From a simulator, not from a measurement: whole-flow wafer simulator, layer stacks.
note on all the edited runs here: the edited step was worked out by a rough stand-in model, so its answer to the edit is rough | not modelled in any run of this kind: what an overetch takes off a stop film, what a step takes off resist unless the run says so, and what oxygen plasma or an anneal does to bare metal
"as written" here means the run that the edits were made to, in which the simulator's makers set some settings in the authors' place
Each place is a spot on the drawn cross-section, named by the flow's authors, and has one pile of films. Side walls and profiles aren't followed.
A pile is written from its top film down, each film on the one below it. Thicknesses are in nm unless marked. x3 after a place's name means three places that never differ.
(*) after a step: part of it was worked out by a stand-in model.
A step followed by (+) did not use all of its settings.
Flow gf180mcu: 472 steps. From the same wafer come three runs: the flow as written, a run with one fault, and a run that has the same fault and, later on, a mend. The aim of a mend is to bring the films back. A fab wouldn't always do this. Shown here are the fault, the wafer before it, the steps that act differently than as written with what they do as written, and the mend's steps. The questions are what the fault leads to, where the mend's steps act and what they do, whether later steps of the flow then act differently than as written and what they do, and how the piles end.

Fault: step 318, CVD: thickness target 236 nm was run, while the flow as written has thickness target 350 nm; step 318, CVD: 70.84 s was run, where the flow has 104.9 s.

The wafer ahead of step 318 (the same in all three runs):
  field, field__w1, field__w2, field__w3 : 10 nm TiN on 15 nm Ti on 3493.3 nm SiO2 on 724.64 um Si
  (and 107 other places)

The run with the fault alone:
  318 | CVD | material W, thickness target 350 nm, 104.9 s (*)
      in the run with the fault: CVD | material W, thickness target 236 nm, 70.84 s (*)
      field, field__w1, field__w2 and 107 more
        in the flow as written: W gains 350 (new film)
        in the run with the fault: W gains 237.2 (new film)
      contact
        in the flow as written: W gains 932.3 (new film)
        in the run with the fault: W gains 819.5 (new film)
  Later steps of the flow acting differently than as written:
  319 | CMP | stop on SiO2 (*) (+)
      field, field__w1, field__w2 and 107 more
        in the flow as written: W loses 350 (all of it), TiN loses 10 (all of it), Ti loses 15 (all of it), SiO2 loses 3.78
        in the run with the fault: W loses 237.2 (all of it), TiN loses 10 (all of it), Ti loses 15 (all of it), SiO2 loses 2.65
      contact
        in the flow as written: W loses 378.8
        in the run with the fault: W loses 264.8
  When the end is reached, the piles differ only a little from the flow's at the places that both follow, at most by 2% or 0.5 nm, whichever is larger.

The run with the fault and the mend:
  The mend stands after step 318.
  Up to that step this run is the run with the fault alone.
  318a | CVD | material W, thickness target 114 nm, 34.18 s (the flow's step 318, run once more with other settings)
      field, field__w1, field__w2 and 108 more
        W gains 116
  Every later step of the flow that is run acts as written, at every place that is followed, to within 2% or 0.5 nm, whichever is larger.
  When the end is reached, the piles differ only a little from the flow's at the places that both follow, at most by 2% or 0.5 nm, whichever is larger.
